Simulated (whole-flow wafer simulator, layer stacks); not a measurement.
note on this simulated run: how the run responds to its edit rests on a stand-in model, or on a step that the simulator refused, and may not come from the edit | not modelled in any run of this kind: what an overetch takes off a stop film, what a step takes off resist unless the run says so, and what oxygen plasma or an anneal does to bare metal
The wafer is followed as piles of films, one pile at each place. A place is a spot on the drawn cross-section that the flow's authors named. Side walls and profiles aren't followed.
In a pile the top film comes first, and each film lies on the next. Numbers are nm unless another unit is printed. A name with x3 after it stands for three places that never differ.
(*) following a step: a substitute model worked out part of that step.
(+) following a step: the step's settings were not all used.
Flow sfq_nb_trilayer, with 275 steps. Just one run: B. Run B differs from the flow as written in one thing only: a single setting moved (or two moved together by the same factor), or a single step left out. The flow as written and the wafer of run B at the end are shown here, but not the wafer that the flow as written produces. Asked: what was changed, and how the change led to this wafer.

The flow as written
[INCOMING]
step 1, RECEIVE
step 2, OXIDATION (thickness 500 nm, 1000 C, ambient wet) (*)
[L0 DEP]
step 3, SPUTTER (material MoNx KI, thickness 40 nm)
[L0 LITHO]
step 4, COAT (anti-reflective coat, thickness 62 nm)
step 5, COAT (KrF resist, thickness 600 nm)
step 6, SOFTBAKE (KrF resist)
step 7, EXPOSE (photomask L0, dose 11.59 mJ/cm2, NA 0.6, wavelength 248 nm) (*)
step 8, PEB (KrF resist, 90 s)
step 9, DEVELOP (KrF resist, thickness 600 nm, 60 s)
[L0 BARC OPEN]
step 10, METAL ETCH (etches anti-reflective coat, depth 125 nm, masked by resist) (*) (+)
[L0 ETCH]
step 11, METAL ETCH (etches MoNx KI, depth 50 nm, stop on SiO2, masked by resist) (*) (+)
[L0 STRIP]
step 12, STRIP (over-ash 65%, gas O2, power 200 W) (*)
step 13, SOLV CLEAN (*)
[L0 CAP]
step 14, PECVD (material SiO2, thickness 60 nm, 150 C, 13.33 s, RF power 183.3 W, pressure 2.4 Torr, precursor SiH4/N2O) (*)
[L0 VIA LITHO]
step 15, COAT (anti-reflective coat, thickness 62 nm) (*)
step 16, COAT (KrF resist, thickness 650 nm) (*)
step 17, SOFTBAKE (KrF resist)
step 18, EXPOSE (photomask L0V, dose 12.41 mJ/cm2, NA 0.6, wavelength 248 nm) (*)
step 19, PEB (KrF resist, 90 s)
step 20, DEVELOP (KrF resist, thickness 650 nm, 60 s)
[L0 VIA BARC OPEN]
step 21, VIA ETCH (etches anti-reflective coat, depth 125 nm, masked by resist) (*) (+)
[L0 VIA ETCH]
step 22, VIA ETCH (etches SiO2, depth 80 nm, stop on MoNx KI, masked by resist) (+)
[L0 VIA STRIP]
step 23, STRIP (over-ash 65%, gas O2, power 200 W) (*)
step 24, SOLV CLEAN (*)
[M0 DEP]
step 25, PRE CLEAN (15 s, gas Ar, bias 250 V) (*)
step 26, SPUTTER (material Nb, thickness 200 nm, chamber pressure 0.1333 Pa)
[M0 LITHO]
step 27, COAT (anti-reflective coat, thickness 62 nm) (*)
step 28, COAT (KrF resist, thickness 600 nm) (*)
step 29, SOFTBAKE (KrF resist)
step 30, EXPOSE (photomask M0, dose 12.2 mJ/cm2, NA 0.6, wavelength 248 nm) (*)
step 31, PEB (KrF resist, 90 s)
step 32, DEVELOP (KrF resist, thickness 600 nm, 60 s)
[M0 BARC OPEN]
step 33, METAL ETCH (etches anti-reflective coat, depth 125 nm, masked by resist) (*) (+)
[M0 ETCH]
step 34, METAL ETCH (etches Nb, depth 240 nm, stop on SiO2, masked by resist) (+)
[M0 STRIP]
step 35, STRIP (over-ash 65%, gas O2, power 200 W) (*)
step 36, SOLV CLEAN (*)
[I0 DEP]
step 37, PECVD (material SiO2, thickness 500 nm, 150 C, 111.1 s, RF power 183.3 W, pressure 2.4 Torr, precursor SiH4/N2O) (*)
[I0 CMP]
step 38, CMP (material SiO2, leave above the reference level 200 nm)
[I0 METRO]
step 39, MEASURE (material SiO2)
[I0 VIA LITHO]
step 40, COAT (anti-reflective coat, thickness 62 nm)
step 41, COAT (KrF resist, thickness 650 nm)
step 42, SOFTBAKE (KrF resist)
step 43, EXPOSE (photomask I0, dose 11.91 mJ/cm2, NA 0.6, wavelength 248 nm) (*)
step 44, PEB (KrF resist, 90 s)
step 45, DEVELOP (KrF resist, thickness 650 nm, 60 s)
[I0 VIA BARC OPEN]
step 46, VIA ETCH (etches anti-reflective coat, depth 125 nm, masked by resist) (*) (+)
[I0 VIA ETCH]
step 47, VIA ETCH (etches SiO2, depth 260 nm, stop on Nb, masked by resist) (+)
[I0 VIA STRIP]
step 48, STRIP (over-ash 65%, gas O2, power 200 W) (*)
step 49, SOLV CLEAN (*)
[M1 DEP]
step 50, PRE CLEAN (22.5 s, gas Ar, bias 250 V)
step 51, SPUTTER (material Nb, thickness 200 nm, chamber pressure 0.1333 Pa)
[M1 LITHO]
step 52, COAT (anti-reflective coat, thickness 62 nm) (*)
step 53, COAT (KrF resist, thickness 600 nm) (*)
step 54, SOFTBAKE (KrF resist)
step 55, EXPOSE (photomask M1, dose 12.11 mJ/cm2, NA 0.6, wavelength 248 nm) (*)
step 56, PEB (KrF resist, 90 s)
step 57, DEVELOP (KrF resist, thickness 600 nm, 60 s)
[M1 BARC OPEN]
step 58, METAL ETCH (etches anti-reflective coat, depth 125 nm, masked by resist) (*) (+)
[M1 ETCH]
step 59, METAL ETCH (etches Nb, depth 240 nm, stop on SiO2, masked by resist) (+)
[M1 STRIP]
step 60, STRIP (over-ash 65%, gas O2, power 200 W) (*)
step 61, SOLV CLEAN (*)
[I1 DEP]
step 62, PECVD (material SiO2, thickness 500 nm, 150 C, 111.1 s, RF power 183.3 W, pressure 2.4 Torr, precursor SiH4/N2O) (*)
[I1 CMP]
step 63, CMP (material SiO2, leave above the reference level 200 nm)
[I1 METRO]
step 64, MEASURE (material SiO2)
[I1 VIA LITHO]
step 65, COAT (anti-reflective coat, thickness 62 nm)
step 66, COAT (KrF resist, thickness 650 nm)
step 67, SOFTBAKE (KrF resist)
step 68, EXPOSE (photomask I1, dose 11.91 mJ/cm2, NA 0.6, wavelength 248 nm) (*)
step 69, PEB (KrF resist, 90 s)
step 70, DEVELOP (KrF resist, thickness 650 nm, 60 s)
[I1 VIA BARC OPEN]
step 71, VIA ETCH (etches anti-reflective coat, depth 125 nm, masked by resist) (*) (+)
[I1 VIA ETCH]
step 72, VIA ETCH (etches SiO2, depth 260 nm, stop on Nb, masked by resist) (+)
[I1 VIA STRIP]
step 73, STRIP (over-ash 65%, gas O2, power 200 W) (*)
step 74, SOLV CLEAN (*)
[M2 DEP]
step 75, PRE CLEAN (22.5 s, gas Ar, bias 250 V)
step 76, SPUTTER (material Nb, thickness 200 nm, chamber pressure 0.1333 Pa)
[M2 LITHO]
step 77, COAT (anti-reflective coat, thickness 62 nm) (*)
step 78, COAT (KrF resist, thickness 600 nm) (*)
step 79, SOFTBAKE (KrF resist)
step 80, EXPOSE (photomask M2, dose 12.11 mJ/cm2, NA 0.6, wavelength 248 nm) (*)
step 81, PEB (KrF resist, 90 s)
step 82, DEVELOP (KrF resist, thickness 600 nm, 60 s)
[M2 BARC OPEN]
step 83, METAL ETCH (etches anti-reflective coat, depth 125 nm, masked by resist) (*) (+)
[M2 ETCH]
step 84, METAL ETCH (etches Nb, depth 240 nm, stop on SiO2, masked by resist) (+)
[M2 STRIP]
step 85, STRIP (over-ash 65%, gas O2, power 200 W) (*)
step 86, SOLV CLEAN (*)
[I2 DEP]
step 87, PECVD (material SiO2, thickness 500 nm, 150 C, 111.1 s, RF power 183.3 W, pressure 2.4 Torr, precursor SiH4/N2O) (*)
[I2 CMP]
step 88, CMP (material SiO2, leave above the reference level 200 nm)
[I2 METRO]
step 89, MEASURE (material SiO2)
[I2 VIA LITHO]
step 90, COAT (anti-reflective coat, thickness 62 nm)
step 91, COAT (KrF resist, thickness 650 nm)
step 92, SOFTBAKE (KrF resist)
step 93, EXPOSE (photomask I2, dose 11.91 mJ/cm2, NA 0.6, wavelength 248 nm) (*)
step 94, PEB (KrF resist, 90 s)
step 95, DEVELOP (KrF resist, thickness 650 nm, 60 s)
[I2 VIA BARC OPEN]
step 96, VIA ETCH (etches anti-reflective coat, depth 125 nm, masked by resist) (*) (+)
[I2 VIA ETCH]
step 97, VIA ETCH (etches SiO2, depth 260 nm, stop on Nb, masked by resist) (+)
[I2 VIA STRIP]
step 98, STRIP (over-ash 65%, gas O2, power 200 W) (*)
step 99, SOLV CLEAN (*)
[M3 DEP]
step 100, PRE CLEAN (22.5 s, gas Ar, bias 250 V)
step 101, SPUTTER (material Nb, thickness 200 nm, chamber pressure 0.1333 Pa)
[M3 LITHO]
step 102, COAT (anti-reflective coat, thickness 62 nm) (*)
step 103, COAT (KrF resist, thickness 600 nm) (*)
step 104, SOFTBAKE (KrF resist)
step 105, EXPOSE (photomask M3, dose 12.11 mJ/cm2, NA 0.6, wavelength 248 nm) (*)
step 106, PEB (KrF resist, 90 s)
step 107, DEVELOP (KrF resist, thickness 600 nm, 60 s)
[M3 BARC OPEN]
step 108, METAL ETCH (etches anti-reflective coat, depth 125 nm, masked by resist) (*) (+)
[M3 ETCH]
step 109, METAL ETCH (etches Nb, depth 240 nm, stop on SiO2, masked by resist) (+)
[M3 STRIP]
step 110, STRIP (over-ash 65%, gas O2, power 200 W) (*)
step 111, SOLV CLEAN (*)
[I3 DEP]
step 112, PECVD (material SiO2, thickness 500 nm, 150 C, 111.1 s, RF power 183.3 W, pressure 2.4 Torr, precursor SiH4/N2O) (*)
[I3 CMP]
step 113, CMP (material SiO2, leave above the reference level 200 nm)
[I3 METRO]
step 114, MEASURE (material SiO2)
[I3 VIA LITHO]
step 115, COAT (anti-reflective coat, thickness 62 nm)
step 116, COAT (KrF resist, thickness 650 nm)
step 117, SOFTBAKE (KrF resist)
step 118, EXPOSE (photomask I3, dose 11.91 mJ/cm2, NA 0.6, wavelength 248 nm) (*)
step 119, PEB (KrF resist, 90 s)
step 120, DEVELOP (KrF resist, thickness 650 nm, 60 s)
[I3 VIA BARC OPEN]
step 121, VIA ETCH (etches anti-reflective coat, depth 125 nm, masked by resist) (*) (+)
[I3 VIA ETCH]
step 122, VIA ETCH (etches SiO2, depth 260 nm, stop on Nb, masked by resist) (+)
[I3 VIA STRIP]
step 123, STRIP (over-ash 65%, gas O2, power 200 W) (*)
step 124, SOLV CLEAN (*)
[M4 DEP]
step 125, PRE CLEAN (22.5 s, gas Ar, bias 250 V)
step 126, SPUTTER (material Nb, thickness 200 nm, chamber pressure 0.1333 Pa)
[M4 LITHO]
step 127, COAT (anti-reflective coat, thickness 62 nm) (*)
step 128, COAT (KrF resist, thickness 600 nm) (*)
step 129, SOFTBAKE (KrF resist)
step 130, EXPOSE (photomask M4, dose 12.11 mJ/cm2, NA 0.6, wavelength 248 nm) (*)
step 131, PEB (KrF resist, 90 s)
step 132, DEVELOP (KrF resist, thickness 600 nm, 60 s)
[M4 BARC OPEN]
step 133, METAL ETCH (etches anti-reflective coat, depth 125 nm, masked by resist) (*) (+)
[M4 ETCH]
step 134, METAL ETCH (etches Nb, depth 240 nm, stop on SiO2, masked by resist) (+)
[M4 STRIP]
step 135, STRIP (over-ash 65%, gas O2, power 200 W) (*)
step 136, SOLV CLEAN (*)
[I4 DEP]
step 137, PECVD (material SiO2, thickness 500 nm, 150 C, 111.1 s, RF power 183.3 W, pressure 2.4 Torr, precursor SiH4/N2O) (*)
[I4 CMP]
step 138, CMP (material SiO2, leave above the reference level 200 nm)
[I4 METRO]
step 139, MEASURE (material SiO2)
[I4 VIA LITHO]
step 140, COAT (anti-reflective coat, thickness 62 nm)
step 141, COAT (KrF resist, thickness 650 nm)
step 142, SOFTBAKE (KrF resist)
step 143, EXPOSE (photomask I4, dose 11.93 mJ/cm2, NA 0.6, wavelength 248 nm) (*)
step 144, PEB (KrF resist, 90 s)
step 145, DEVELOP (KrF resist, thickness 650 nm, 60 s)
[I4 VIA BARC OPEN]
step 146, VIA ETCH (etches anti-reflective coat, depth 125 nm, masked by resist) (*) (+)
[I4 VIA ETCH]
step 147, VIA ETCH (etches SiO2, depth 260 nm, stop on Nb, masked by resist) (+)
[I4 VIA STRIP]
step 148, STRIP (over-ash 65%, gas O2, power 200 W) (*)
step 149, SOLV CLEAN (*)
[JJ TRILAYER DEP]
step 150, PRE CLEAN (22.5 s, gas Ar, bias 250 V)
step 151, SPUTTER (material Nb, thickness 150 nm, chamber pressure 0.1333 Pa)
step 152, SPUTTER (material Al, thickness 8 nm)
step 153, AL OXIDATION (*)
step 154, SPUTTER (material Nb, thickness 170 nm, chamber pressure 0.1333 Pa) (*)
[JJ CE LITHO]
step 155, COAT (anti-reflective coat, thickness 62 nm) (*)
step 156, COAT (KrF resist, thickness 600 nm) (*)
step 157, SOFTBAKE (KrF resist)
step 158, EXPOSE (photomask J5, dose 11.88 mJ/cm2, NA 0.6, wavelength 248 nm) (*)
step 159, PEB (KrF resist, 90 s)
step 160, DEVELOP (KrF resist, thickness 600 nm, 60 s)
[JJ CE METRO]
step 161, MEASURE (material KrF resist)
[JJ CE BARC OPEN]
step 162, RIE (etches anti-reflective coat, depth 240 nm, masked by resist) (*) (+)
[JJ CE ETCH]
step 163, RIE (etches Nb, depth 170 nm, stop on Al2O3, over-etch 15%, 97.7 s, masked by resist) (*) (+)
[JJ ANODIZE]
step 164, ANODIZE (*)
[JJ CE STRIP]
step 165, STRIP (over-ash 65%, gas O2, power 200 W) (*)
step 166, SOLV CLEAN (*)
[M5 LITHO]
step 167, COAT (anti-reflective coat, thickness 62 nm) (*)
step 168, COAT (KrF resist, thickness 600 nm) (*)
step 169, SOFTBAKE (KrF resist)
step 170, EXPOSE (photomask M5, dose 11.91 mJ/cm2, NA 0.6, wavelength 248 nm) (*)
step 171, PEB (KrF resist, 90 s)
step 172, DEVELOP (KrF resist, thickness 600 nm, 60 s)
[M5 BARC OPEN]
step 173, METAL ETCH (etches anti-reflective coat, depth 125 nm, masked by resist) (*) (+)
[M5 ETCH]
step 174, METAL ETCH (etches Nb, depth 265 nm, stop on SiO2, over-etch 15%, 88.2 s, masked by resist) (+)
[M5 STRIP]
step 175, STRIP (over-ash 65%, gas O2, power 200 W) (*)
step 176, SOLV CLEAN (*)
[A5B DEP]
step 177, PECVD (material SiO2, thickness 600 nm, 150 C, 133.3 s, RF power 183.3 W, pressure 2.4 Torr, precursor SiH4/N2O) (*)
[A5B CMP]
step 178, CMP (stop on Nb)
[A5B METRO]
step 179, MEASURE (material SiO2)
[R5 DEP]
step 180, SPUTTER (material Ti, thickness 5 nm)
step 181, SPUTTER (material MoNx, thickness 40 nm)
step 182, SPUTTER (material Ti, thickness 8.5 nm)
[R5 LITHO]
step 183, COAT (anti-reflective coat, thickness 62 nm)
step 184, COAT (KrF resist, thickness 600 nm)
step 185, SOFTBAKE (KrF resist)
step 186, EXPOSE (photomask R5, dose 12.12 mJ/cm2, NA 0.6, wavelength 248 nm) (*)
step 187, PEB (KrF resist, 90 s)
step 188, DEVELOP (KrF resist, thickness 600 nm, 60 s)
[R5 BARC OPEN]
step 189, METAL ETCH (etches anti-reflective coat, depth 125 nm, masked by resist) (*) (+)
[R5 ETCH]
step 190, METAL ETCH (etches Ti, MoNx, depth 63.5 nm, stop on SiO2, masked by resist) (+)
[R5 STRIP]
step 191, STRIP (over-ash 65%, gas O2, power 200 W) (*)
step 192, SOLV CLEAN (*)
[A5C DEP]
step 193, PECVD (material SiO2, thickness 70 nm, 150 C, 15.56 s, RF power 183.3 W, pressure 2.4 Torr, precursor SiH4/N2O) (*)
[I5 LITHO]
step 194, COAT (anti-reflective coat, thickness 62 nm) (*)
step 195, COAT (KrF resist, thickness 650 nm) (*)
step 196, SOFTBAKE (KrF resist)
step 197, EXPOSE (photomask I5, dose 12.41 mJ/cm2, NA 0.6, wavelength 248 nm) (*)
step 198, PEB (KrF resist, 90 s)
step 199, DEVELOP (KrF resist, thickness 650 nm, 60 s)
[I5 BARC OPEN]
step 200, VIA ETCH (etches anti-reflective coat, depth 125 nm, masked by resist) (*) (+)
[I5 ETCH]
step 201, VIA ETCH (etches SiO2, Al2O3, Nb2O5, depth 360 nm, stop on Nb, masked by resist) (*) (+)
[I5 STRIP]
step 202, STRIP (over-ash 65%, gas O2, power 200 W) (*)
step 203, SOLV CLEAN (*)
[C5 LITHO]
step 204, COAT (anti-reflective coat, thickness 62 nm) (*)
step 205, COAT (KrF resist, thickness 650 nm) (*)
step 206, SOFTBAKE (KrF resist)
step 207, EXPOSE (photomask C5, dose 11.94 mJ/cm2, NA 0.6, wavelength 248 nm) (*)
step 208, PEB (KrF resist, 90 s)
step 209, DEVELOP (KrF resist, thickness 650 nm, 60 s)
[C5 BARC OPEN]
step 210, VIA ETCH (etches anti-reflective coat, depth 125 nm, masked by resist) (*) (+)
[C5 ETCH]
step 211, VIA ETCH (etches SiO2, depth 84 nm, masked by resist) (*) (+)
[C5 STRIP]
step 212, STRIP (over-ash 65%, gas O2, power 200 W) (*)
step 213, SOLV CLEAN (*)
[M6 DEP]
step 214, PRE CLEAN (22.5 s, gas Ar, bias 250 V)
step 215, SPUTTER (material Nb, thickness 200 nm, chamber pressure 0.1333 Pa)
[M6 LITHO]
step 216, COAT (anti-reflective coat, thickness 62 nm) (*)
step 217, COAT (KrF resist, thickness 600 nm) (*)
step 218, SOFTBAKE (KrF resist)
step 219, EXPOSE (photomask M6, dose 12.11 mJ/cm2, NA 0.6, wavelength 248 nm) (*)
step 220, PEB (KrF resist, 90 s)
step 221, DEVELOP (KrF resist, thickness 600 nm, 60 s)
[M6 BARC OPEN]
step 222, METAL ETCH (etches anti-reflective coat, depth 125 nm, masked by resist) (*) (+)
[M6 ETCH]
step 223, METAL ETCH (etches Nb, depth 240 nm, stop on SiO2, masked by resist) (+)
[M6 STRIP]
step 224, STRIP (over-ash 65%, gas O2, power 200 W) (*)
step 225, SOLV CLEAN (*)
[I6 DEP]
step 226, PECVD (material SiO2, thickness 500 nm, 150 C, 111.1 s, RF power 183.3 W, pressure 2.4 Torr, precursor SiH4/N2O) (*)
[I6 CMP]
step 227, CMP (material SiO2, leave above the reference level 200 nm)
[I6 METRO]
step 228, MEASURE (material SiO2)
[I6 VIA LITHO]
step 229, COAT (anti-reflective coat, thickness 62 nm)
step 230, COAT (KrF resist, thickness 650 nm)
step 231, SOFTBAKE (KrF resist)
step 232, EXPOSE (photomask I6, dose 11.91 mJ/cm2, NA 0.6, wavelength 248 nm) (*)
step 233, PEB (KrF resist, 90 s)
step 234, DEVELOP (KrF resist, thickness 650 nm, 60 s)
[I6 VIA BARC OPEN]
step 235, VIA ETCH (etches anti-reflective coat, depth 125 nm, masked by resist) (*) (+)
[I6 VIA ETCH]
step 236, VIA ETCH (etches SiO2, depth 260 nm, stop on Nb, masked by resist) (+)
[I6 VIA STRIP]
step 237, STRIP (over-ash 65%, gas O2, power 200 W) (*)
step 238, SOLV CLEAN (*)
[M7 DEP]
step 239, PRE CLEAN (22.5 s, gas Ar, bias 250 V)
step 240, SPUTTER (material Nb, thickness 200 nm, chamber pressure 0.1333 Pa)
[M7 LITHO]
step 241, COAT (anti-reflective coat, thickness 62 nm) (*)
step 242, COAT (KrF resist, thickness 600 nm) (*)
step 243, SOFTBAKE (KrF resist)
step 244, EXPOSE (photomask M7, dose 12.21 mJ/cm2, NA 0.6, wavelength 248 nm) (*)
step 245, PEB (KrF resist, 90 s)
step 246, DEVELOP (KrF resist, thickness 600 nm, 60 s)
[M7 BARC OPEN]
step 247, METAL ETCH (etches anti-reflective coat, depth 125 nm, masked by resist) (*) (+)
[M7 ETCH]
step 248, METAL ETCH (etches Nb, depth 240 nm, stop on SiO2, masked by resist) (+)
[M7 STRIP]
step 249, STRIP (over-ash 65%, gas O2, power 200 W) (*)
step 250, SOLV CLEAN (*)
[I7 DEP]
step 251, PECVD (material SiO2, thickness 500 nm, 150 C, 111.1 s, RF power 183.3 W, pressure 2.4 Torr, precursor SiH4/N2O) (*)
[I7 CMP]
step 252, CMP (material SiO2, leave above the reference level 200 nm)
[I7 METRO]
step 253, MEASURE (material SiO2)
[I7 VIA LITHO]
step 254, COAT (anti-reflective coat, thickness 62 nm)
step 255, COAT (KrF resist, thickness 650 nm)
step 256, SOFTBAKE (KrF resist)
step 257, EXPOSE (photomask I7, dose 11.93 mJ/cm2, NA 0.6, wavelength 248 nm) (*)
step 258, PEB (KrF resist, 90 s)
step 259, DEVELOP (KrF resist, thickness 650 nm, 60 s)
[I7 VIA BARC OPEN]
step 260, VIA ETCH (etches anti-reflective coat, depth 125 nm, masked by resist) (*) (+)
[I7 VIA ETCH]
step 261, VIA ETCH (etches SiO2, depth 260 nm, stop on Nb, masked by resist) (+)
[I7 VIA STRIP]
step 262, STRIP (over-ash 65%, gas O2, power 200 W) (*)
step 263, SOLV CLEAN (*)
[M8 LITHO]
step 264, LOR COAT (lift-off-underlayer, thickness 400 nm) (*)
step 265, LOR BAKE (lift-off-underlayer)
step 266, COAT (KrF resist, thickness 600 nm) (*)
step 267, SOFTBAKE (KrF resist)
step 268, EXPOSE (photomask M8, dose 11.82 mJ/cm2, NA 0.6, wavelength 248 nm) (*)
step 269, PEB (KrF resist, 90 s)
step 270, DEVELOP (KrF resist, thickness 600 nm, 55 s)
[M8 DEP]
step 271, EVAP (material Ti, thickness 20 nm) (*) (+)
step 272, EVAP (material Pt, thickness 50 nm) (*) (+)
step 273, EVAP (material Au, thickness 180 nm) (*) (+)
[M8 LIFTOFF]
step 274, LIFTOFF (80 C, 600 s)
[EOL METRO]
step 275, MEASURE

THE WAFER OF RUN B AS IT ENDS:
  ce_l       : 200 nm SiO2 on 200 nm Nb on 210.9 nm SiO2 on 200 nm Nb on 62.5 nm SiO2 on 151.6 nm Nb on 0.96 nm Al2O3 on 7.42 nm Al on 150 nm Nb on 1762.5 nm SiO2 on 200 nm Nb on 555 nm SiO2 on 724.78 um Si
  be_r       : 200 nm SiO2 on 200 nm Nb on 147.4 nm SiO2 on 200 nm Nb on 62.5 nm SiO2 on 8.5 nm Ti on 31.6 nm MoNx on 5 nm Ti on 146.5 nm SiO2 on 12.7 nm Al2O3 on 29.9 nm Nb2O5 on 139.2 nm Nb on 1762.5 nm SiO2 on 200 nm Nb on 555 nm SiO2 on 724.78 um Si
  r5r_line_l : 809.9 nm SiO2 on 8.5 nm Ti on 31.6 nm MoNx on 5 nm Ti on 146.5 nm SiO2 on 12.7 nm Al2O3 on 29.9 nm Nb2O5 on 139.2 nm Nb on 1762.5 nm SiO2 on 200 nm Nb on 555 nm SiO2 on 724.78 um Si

What caused this: step 181, SPUTTER: thickness 31.6 nm was run, while the flow as written has thickness 40 nm.
The wafer itself shows it: be_r has MoNx 31.6, and step 181 as written asks for 40 nm.

How this came from the change, step by step:
  step 181, SPUTTER (material MoNx, thickness 40 nm)
      field_l, v_sur, via_wl and 103 more: MoNx gains 31.6 (new film) (it would be, as written: MoNx gains 40 (new film))
  step 190, METAL ETCH (etches Ti, MoNx, depth 63.5 nm, stop on SiO2, masked by resist) (+)
      field_l, v_sur, via_wl and 92 more: Ti loses 8.5 (all of it), MoNx loses 31.6 (all of it), Ti loses 5 (all of it) (it would be, as written: Ti loses 8.5 (all of it), MoNx loses 40 (all of it), Ti loses 5 (all of it))
      ce_l, c5j, ce_r, wl_jj: Ti loses 8.5 (all of it), MoNx loses 31.6 (all of it), Ti loses 5 (all of it), Nb loses 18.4 (it would be, as written: Ti loses 8.5 (all of it), MoNx loses 40 (all of it), Ti loses 5 (all of it), Nb loses 10)
  step 194, COAT (anti-reflective coat, thickness 62 nm) (*)
      wl_j_sl, wl_j_sr: anti-reflective coat gains 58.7 (new film) (it would be, as written: anti-reflective coat gains 60.2 (new film))
      r5r_spacepad_l, r5r_spacepad_r: anti-reflective coat gains 80.8 (new film) (it would be, as written: anti-reflective coat gains 84.4 (new film))
      (also at 12 further places)
  step 202, STRIP (over-ash 65%, gas O2, power 200 W) (*)
      wl_j_sl, wl_j_sr: KrF resist loses 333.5 (all of it), anti-reflective coat loses 58.7 (all of it) (it would be, as written: KrF resist loses 333.3 (all of it), anti-reflective coat loses 60.2 (all of it))
      r5r_spacepad_l, r5r_spacepad_r: KrF resist loses 335.3 (all of it), anti-reflective coat loses 80.8 (all of it) (it would be, as written: KrF resist loses 335.6 (all of it), anti-reflective coat loses 84.4 (all of it))
      (also at 12 further places)
  step 204, COAT (anti-reflective coat, thickness 62 nm) (*)
      wl_j_sl, wl_j_sr: anti-reflective coat gains 58.7 (new film) (it would be, as written: anti-reflective coat gains 60.2 (new film))
      r5r_spacepad_l, r5r_spacepad_r: anti-reflective coat gains 80.8 (new film) (it would be, as written: anti-reflective coat gains 84.4 (new film))
      (also at 12 further places)
  step 210, VIA ETCH (etches anti-reflective coat, depth 125 nm, masked by resist) (*) (+)
      c5j: anti-reflective coat loses 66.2 (all of it), SiO2 loses 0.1 (it would be, as written: anti-reflective coat loses 63.9 (all of it), SiO2 loses 0.11)
  step 212, STRIP (over-ash 65%, gas O2, power 200 W) (*)
      wl_j_sl, wl_j_sr: KrF resist loses 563 (all of it), anti-reflective coat loses 58.7 (all of it) (it would be, as written: KrF resist loses 563.4 (all of it), anti-reflective coat loses 60.2 (all of it))
      r5r_spacepad_l, r5r_spacepad_r: KrF resist loses 564.8 (all of it), anti-reflective coat loses 80.8 (all of it) (it would be, as written: KrF resist loses 565.8 (all of it), anti-reflective coat loses 84.4 (all of it))
      (also at 11 further places)
  step 216, COAT (anti-reflective coat, thickness 62 nm) (*)
      r5r_line_l, r5r_line_c, r5r_line_r: anti-reflective coat gains 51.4 (new film) (it would be, as written: anti-reflective coat gains 50 (new film))
      wl_j_sl, wl_j_sr: anti-reflective coat gains 58.7 (new film) (it would be, as written: anti-reflective coat gains 60.2 (new film))
      (also at 11 further places)
  step 222, METAL ETCH (etches anti-reflective coat, depth 125 nm, masked by resist) (*) (+)
      r5r_line_l, r5r_line_c, r5r_line_r: anti-reflective coat loses 51.4 (all of it) (it would be, as written: anti-reflective coat loses 50 (all of it))
      r5r_spacepad_l, r5r_spacepad_r: anti-reflective coat loses 81.6 (all of it) (it would be, as written: anti-reflective coat loses 85.7 (all of it))
      (also at 1 further place)
  step 224, STRIP (over-ash 65%, gas O2, power 200 W) (*)
      wl_j_sl, wl_j_sr: KrF resist loses 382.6 (all of it), anti-reflective coat loses 58.7 (all of it) (it would be, as written: KrF resist loses 382.5 (all of it), anti-reflective coat loses 60.2 (all of it))
      jj_sur: KrF resist loses 378.1 (all of it), anti-reflective coat loses 54.5 (all of it) (it would be, as written: KrF resist loses 378.5 (all of it), anti-reflective coat loses 56.1 (all of it))
      (also at 7 further places)
  step 227, CMP (material SiO2, leave above the reference level 200 nm)
      ce_l, ce_r, wl_jj: SiO2 loses 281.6 (it would be, as written: SiO2 loses 290)
      be_r, r_sur, r_end: SiO2 loses 345.1 (it would be, as written: SiO2 loses 353.5)
      (also at 7 further places)
